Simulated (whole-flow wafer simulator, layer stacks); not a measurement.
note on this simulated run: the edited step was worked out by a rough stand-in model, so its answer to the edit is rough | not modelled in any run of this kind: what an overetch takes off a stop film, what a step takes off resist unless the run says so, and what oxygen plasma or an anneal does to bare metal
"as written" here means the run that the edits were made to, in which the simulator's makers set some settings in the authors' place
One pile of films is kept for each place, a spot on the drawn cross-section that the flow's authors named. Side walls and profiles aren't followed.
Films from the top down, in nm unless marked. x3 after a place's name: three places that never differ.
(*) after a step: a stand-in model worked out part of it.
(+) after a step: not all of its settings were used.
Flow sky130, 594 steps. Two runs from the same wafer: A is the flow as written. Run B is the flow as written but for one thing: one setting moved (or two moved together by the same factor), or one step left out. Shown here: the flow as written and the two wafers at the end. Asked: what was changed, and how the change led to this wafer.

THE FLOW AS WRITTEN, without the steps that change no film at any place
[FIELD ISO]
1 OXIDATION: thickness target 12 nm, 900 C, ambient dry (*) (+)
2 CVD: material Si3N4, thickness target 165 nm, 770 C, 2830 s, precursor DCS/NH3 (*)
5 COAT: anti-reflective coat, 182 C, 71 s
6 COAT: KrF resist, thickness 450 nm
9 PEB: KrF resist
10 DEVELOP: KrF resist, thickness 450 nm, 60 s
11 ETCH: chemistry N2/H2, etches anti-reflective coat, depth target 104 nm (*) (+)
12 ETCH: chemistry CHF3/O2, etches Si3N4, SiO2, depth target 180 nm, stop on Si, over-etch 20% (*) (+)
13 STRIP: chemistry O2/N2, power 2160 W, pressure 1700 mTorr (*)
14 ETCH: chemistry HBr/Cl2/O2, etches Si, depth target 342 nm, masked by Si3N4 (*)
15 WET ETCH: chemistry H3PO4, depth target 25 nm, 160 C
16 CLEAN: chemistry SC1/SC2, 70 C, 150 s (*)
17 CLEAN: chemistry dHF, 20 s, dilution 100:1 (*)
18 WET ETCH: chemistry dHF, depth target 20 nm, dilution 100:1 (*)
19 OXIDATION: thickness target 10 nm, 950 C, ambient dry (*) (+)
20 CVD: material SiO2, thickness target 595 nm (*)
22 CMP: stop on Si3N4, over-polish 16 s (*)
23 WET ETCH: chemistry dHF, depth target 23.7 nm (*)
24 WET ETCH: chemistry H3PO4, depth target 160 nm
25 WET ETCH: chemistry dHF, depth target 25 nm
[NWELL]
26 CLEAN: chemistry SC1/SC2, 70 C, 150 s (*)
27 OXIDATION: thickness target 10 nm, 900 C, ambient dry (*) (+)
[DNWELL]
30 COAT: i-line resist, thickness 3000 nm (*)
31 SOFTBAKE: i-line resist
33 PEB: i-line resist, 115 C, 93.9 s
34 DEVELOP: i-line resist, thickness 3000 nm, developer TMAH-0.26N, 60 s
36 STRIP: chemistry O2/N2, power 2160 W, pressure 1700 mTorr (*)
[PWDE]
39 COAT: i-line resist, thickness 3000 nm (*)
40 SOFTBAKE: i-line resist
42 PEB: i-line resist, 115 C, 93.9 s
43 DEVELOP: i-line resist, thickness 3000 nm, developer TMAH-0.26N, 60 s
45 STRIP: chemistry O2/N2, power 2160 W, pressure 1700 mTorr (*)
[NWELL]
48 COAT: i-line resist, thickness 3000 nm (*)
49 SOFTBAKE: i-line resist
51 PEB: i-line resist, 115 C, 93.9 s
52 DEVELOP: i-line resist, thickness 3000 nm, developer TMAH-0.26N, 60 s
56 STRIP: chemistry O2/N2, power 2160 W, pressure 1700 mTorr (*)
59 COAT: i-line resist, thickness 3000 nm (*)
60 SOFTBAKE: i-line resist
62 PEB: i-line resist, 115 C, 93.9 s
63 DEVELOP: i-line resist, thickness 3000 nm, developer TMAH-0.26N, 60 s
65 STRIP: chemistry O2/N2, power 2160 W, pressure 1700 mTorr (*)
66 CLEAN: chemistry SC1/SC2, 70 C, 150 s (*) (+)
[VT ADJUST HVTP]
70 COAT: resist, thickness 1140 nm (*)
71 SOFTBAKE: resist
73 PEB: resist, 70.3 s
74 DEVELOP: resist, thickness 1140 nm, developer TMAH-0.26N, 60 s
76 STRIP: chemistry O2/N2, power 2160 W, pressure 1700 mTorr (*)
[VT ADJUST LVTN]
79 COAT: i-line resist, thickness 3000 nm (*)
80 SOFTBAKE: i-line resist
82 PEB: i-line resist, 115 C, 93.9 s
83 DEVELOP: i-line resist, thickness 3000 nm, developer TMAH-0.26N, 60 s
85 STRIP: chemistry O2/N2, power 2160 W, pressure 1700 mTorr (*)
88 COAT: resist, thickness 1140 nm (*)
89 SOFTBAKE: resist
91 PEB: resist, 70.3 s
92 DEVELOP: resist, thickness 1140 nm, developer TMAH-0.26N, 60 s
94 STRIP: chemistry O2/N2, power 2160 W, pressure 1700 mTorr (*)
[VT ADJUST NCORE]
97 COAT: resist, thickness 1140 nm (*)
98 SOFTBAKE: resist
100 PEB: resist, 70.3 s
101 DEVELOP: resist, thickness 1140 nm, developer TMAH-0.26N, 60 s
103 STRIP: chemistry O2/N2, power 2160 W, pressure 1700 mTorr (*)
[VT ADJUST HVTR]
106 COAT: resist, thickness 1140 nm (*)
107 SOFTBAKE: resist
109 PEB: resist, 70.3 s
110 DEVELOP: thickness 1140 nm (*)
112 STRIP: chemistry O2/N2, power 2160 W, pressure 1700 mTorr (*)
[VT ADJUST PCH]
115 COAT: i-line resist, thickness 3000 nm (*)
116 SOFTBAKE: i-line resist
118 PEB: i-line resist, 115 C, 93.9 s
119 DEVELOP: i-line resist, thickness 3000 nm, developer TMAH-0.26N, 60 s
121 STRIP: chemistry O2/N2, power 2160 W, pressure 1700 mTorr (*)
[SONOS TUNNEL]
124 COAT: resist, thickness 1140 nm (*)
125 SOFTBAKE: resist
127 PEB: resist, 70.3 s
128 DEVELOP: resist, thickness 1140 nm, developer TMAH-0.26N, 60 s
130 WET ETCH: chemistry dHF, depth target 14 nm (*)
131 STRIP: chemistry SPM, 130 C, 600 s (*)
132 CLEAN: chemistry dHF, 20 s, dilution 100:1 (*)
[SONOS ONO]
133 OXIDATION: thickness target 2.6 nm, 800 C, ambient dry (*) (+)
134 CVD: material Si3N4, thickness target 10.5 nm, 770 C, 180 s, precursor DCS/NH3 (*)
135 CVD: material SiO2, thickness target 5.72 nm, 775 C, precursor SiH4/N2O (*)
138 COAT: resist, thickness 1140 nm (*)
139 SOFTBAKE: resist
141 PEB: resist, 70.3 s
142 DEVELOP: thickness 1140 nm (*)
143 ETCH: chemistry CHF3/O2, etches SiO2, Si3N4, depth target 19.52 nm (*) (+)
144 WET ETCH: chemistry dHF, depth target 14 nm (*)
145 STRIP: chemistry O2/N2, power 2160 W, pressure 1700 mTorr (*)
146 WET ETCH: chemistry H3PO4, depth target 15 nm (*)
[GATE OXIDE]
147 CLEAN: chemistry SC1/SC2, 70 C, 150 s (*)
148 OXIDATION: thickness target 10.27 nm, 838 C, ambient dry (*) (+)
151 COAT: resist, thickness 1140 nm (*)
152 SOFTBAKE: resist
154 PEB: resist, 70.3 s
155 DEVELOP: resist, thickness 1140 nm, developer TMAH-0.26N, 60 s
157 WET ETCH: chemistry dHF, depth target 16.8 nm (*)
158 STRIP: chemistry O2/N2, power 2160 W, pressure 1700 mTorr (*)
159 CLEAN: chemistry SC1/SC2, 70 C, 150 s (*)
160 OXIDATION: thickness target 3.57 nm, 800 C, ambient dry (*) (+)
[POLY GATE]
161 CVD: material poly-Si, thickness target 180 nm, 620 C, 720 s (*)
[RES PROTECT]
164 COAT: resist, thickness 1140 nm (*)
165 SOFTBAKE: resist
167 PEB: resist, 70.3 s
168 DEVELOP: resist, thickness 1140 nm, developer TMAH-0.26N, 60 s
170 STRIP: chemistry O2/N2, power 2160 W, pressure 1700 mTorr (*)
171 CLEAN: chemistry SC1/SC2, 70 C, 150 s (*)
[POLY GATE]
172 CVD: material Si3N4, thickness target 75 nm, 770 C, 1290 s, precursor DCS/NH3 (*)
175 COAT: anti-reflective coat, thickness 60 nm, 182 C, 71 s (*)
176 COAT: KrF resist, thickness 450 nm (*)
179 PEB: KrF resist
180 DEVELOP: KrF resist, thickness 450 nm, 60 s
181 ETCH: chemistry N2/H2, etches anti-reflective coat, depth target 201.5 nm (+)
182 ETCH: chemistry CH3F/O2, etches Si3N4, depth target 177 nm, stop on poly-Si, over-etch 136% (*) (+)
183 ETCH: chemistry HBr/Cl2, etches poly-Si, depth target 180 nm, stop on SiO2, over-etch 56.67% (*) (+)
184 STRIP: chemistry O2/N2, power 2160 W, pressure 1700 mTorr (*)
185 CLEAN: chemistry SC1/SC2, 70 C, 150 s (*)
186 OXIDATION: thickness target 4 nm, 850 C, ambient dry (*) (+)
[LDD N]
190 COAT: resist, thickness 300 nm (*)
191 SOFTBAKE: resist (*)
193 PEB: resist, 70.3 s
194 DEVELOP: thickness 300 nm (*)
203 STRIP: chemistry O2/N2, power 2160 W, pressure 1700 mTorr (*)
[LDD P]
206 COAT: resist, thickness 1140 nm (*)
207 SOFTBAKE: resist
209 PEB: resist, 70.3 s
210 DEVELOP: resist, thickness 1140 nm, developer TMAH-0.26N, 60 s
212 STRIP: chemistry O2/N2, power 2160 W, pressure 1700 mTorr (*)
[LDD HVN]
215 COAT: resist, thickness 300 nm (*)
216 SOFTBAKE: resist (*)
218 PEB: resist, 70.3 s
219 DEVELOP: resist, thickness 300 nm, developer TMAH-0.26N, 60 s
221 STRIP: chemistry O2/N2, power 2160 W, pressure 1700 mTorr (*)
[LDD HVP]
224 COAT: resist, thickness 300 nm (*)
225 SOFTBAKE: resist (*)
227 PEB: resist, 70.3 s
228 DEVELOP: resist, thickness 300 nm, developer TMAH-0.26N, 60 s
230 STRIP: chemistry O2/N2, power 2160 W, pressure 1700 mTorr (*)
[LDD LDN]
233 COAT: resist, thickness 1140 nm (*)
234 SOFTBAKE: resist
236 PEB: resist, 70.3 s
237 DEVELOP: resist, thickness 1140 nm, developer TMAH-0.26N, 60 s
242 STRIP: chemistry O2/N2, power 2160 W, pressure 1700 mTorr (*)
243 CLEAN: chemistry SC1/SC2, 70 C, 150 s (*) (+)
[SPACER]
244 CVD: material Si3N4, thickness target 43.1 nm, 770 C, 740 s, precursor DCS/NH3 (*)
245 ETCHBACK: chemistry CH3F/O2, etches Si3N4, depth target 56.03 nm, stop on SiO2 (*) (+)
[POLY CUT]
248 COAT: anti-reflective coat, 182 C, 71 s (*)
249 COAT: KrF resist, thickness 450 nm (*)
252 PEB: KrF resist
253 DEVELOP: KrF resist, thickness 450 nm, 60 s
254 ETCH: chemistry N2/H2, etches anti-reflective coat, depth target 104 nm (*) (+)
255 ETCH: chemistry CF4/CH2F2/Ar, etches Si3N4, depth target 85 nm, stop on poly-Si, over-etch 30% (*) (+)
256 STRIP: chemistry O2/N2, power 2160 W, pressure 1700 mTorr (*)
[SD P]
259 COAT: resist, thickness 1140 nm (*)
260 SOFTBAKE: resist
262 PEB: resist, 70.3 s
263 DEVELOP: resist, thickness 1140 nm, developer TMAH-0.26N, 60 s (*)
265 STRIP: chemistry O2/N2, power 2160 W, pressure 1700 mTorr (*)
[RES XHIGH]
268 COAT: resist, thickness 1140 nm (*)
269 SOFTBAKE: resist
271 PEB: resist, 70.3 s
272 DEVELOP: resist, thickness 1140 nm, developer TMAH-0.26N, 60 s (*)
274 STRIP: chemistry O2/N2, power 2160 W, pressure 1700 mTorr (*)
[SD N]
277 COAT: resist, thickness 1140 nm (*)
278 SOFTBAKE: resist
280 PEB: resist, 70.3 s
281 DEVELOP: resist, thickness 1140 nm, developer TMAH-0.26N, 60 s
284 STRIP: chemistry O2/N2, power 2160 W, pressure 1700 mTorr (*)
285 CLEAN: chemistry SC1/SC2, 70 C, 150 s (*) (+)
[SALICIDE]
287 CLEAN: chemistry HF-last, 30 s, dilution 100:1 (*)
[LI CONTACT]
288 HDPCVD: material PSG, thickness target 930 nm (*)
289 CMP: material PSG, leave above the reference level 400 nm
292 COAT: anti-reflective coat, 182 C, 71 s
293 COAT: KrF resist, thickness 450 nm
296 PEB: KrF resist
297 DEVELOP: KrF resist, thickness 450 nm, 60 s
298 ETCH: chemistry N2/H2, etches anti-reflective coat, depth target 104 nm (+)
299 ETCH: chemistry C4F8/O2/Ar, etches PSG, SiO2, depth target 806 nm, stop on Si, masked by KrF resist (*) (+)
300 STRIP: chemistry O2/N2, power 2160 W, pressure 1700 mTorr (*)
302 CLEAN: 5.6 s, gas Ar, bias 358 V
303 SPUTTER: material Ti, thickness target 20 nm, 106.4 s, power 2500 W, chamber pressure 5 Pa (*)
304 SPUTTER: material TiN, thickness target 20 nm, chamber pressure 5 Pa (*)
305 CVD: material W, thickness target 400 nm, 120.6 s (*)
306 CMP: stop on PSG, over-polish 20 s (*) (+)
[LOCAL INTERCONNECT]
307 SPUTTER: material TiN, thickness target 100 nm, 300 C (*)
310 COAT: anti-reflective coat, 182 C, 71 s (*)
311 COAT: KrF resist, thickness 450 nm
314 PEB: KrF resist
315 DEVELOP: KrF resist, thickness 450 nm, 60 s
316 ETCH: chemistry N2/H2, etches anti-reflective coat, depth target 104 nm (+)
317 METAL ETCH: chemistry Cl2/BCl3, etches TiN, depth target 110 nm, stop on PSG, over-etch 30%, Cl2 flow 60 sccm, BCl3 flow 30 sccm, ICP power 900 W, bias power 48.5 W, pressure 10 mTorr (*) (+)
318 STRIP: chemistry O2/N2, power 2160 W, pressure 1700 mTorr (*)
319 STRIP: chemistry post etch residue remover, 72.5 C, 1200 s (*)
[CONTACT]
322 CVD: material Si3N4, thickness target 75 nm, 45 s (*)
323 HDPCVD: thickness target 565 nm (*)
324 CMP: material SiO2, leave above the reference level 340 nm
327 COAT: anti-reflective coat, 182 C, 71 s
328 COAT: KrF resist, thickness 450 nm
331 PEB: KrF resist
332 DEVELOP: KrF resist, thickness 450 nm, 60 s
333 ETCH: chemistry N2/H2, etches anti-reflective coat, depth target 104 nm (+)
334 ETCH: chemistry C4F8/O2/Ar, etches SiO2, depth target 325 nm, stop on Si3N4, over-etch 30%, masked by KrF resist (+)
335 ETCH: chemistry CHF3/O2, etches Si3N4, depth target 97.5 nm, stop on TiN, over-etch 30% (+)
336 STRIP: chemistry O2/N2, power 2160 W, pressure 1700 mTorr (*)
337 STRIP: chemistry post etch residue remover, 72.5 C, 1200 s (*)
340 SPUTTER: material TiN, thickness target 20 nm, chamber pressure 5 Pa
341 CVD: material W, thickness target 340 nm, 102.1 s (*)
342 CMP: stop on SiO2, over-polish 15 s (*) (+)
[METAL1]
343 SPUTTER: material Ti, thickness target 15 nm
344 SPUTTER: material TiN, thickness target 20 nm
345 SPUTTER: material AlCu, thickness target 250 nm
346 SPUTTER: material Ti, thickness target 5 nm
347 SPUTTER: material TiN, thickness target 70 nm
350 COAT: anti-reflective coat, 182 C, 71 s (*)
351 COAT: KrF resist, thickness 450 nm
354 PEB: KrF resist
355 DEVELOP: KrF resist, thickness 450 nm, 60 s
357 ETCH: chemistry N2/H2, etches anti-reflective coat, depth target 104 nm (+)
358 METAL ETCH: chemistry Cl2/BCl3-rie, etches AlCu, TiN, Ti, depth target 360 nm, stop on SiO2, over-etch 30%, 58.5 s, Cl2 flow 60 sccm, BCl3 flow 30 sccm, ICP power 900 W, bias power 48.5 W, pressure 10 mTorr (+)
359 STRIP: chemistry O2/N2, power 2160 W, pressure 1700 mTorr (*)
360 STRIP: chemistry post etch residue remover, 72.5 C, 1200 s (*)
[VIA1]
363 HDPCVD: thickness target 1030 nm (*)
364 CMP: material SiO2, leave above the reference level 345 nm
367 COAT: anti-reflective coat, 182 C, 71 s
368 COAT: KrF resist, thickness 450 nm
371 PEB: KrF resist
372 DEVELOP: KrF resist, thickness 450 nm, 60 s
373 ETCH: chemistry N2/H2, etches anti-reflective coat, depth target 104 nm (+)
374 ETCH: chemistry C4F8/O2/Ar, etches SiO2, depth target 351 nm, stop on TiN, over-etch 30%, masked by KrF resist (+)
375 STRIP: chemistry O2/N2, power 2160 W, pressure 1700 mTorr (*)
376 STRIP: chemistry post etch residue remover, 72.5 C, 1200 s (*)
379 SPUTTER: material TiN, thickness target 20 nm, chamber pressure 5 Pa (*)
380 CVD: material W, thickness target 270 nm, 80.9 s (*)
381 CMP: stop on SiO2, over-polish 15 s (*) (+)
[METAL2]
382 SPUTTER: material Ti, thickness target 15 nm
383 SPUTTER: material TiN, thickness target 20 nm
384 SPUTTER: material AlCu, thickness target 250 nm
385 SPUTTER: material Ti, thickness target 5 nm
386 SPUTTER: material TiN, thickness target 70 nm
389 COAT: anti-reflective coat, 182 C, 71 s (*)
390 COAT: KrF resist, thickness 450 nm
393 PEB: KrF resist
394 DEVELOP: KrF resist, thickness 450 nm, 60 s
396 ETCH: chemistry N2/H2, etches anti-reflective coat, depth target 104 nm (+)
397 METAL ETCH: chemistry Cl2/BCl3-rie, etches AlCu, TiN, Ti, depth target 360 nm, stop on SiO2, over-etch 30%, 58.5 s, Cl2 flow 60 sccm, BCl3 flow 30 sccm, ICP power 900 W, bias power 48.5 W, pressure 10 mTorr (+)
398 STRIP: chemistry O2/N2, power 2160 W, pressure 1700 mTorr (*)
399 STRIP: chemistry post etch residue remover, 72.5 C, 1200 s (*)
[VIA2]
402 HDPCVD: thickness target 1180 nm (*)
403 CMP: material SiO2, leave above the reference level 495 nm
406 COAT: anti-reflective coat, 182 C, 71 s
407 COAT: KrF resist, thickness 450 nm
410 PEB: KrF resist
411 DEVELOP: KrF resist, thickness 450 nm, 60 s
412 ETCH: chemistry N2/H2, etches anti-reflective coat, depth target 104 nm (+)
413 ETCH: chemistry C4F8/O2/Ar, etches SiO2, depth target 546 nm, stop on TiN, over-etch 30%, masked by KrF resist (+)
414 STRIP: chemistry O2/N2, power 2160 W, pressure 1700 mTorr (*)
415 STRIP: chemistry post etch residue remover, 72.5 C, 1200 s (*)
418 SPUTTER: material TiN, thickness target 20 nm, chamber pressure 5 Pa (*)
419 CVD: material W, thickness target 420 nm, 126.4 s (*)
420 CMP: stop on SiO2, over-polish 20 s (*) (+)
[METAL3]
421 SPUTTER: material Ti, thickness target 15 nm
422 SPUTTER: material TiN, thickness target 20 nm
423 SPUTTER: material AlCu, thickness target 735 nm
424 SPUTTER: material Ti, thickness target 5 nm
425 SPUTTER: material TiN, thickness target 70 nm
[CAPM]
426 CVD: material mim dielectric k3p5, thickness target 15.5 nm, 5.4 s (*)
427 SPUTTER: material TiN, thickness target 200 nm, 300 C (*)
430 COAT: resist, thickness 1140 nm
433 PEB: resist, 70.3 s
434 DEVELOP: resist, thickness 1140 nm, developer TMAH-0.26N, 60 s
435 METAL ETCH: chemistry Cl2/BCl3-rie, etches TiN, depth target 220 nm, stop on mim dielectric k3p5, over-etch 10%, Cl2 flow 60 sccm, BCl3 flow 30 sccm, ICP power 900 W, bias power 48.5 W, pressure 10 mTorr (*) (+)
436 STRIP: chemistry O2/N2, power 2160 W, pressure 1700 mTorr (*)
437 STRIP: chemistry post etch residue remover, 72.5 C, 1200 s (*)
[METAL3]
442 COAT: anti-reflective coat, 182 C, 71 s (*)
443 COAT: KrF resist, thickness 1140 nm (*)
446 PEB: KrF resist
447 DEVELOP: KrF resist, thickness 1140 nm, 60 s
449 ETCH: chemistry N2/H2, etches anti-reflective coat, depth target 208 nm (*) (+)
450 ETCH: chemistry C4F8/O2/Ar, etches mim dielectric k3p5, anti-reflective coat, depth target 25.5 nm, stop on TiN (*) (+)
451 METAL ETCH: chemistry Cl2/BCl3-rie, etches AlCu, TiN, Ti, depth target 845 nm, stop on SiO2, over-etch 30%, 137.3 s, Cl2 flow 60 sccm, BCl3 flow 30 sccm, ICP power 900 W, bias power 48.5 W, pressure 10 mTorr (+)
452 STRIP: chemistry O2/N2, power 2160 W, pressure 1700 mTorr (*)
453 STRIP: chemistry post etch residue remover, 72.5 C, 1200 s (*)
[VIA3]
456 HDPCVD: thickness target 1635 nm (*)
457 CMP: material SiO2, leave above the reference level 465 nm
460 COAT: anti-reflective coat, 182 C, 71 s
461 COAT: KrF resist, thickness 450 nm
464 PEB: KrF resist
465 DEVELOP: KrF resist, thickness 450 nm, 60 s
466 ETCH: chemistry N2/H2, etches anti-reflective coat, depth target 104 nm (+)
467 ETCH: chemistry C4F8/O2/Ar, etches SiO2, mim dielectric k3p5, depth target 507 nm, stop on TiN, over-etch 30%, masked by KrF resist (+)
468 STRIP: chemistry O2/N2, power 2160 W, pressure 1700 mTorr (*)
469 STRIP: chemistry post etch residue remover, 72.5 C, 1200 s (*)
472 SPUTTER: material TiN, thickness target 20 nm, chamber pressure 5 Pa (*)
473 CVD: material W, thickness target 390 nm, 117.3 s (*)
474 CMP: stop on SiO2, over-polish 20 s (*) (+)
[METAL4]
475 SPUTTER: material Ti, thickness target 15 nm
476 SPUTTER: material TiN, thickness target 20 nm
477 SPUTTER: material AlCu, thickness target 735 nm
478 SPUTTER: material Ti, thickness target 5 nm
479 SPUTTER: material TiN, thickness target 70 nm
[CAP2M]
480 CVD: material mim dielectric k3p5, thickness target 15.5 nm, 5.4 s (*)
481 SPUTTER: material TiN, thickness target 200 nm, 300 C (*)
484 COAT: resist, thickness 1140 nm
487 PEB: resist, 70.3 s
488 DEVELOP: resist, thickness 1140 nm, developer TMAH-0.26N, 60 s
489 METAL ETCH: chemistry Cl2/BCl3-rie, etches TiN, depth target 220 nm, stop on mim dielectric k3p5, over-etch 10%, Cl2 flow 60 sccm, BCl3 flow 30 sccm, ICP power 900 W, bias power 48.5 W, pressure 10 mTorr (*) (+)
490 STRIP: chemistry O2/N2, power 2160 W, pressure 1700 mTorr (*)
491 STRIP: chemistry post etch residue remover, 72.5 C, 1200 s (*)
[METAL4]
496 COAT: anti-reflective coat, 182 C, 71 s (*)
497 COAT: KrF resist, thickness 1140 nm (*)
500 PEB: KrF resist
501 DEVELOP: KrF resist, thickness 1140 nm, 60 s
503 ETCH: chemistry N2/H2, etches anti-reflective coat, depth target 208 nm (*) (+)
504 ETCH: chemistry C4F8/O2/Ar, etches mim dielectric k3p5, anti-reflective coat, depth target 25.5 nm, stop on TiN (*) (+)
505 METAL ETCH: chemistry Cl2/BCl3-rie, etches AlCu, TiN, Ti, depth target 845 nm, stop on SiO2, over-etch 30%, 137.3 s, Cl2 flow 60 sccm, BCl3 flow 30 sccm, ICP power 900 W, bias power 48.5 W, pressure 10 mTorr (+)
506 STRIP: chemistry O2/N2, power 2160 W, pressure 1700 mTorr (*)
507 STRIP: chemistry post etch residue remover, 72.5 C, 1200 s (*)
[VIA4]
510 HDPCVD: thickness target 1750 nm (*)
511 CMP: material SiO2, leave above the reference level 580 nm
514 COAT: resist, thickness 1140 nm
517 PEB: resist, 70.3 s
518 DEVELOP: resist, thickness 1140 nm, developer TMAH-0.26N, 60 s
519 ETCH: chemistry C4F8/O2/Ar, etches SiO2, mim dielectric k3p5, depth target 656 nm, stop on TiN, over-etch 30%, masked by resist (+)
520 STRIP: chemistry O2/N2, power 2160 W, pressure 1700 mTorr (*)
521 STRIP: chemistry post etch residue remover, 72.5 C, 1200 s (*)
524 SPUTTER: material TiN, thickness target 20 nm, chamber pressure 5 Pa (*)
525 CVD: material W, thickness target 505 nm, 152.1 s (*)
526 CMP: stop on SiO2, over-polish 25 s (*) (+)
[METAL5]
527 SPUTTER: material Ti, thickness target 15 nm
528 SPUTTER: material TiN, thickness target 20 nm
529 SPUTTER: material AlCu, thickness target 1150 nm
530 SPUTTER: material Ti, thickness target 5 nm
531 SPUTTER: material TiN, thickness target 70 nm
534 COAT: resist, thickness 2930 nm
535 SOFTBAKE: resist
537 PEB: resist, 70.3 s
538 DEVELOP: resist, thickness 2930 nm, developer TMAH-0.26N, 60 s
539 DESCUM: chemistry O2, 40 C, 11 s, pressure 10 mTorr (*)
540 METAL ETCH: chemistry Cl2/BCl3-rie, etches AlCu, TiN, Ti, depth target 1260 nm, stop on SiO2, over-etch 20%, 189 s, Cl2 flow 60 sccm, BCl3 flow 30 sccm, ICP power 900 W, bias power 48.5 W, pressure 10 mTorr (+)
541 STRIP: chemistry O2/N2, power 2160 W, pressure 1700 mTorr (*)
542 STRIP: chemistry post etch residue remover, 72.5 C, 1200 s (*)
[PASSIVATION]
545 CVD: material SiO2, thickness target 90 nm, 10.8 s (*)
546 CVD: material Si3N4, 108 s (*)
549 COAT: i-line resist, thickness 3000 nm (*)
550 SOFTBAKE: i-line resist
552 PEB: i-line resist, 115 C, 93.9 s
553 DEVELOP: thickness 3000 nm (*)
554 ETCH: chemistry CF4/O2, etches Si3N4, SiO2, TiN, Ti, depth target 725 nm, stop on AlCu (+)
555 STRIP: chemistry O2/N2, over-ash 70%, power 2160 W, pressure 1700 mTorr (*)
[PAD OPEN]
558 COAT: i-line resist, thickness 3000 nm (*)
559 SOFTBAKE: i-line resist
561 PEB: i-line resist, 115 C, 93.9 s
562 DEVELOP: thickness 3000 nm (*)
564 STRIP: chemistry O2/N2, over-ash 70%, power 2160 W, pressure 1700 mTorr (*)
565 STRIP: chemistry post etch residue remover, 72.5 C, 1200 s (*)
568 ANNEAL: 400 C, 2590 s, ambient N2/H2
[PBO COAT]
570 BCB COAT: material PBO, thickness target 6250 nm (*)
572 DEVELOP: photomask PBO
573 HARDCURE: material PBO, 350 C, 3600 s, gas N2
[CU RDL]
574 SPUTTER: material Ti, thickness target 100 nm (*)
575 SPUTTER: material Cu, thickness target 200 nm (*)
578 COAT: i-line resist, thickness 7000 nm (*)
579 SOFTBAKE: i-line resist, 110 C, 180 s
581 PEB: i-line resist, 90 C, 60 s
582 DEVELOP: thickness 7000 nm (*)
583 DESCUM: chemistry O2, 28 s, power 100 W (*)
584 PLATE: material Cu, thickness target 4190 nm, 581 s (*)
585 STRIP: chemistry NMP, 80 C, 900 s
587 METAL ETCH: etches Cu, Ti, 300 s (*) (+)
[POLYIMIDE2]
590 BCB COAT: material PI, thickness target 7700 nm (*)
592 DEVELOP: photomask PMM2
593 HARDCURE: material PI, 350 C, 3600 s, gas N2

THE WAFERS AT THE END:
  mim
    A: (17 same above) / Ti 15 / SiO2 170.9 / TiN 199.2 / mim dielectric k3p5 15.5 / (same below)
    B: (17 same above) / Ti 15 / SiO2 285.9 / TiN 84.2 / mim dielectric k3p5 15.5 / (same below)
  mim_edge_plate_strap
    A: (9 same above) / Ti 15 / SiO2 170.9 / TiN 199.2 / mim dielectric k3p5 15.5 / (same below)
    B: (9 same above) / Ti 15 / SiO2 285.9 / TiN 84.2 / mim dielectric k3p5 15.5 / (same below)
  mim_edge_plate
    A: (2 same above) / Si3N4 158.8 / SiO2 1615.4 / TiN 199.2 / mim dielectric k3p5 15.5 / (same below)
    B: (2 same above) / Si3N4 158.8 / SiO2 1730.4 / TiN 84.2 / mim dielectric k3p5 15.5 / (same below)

The cause: step 427, SPUTTER: thickness target 85 nm was run, where the flow has thickness target 200 nm.

How the change led to this, step by step:
  427 SPUTTER: material TiN, thickness target 200 nm, 300 C (*)
      field, active, n_well and 188 more: A TiN +200 (new film) | B TiN +85 (new film)
  435 METAL ETCH: chemistry Cl2/BCl3-rie, etches TiN, depth target 220 nm, stop on mim dielectric k3p5, over-etch 10%, Cl2 flow 60 sccm, BCl3 flow 30 sccm, ICP power 900 W, bias power 48.5 W, pressure 10 mTorr (*) (+)
      field, active, n_well and 185 more: A TiN -200 (all of it) | B TiN -85 (all of it)
      mim, mim_edge_plate_strap, mim_edge_plate: A resist -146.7 | B resist -62.3
  436 STRIP: chemistry O2/N2, power 2160 W, pressure 1700 mTorr (*)
      mim, mim_edge_plate_strap, mim_edge_plate: A resist -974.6 (all of it) | B resist -1058.9 (all of it)
  442 COAT: anti-reflective coat, 182 C, 71 s (*)
      rpm_encl, rpm_encl_psd, rpm_encl_urpm: A anti-reflective coat +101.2 (new film) | B anti-reflective coat +96.9 (new film)
      poly_licon, rpo_hd_licon: A anti-reflective coat +57.6 (new film) | B anti-reflective coat +82.6 (new film)
      (and at 9 more places)
  443 COAT: KrF resist, thickness 1140 nm (*)
      mim_edge_plate_strap, mim_edge_plate: A KrF resist +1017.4 (new film) | B KrF resist +1132.4 (new film)
      poly_licon, rpo_hd_licon: A KrF resist +1171.3 (new film) | B KrF resist +1142.6 (new film)
      (and at 3 more places)
  447 DEVELOP: KrF resist, thickness 1140 nm, 60 s
      poly_licon, rpo_hd_licon: A KrF resist -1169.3 (all of it) | B KrF resist -1140.6 (all of it)
      rxpo_ln: A KrF resist -1165.6 (all of it) | B KrF resist -1136.3 (all of it)
  449 ETCH: chemistry N2/H2, etches anti-reflective coat, depth target 208 nm (*) (+)
      rpm_encl, rpm_encl_psd, rpm_encl_urpm: A anti-reflective coat -101.2 (all of it) | B anti-reflective coat -96.9 (all of it)
      poly_licon, rpo_hd_licon: A anti-reflective coat -57.6 (all of it) | B anti-reflective coat -82.6 (all of it)
      (and at 3 more places)
  452 STRIP: chemistry O2/N2, power 2160 W, pressure 1700 mTorr (*)
      mim_edge_plate_strap, mim_edge_plate: A KrF resist -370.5 (all of it), anti-reflective coat -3 (all of it) | B KrF resist -485.3 (all of it), anti-reflective coat -3 (all of it)
      mim: A KrF resist -378.7 (all of it), anti-reflective coat -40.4 (all of it) | B KrF resist -466.2 (all of it), anti-reflective coat -35.8 (all of it)
      (and at 5 more places)
  457 CMP: material SiO2, leave above the reference level 465 nm
      mim, mim_edge_plate_strap, mim_edge_plate: A SiO2 -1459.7 | B SiO2 -1344.7
